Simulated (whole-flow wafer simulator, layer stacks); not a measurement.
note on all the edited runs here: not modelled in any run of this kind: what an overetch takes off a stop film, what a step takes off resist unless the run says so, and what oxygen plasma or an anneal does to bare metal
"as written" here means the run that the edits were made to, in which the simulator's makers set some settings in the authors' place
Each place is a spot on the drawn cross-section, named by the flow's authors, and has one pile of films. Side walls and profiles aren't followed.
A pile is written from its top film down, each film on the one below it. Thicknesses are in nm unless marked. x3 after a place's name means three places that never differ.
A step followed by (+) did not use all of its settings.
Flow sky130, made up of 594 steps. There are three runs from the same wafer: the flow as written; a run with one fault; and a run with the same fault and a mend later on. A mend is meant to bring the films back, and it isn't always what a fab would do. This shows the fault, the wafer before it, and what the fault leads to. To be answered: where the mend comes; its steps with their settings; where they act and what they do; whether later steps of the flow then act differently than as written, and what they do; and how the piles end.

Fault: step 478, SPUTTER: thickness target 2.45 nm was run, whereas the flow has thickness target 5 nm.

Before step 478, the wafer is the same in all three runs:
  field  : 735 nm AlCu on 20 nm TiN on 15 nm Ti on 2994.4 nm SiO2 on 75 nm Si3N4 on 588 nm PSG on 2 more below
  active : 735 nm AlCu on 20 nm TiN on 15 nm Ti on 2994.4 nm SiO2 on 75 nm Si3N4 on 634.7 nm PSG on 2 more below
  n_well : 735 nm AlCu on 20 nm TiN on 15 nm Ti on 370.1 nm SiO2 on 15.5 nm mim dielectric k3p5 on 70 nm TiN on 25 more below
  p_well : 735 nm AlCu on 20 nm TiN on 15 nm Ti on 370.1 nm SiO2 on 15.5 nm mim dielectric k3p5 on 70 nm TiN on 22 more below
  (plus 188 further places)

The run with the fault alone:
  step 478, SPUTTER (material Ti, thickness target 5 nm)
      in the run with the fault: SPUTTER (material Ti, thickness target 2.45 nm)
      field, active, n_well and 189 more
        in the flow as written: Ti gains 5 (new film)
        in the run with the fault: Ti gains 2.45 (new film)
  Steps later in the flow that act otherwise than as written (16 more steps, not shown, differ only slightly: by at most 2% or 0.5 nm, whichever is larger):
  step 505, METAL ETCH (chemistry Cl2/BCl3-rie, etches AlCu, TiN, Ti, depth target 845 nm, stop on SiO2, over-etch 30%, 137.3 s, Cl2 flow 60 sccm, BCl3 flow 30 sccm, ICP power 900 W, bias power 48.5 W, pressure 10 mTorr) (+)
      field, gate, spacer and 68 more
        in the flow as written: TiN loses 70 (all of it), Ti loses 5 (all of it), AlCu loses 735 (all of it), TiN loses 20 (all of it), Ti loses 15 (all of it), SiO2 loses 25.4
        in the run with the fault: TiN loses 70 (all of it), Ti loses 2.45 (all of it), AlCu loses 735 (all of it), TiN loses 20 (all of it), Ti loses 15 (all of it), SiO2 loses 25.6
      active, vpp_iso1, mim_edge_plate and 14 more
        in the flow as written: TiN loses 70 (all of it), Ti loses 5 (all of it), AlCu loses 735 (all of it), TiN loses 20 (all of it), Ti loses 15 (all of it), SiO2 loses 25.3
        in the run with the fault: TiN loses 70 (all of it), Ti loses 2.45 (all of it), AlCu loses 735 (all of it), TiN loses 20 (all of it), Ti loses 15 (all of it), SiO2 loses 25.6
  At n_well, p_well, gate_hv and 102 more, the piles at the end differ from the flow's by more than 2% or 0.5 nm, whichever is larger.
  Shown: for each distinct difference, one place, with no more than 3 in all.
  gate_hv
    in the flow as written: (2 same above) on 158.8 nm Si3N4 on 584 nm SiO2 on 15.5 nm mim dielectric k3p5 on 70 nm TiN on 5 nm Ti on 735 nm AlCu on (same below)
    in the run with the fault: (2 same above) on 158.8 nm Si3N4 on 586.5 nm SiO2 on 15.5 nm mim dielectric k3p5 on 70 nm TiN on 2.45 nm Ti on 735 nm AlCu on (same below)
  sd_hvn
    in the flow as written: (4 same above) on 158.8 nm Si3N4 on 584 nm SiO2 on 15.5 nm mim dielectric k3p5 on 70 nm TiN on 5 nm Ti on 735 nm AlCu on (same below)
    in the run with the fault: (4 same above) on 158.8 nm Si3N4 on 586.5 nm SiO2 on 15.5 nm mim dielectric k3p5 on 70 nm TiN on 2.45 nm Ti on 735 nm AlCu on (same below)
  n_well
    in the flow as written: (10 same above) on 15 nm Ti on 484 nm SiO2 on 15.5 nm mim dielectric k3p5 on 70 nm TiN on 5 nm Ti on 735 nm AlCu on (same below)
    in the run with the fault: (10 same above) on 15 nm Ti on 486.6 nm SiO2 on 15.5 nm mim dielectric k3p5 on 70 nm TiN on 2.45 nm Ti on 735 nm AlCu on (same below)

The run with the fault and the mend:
  After step 478 comes the mend.
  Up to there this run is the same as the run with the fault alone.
  step 478a, SPUTTER (material Ti, thickness target 2.55 nm) (the flow's step 478, run once more with other settings)
      field, active, n_well and 189 more
        Ti gains 2.55
  Every later step of the flow that is run acts as written at every place that is followed.
  The piles end the same as the flow's at every place that both follow.
